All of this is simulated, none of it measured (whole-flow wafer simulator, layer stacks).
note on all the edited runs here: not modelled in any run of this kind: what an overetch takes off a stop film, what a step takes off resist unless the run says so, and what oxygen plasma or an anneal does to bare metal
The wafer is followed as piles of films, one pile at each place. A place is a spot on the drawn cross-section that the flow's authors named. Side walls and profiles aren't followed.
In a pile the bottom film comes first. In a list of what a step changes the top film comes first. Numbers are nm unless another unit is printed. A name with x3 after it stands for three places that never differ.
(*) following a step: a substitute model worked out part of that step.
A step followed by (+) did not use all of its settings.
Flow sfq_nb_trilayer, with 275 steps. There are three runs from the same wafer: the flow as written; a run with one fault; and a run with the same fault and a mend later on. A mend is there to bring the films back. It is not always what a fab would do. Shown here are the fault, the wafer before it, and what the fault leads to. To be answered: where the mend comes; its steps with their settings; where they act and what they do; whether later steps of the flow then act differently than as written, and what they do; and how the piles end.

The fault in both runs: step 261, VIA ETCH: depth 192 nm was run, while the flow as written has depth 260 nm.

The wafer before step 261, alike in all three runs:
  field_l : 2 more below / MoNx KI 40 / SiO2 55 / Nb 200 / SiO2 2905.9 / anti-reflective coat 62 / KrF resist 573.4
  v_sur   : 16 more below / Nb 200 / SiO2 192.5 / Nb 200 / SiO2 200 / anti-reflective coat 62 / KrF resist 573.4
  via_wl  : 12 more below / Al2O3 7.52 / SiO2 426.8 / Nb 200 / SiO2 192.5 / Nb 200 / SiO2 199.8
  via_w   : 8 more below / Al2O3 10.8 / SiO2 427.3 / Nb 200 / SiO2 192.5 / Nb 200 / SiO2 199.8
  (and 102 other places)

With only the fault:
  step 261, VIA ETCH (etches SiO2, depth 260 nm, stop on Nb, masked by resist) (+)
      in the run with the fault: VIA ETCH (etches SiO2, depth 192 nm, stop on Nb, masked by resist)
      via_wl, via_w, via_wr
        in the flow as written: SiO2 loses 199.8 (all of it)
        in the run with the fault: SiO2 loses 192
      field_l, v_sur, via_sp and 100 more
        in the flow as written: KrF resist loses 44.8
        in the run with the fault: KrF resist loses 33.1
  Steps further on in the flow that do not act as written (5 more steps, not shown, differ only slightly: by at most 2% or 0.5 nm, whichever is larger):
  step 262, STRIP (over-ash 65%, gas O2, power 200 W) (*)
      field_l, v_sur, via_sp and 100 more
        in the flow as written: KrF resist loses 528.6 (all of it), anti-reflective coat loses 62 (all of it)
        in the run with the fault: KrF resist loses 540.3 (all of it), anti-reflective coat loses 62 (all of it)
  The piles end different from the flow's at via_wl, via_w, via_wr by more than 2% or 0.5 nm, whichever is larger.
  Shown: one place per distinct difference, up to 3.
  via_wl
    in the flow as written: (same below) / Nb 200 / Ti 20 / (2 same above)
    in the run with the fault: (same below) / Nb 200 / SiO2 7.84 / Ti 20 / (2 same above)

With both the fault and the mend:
  After step 261 comes the mend.
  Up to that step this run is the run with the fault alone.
  step 261a, VIA ETCH (etches SiO2, depth 68 nm, stop on Nb, masked by resist) (+) (the flow's step 261 again, with other settings)
      field_l, v_sur, via_sp and 100 more
        KrF resist loses 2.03
      via_wl, via_w, via_wr
        SiO2 loses 7.84 (all of it)
  Later steps of the flow that are run all act as written at every place that is followed, up to a difference of at most 2% or 0.5 nm, whichever is larger.
  The piles end the same as the flow's at every place that both follow.
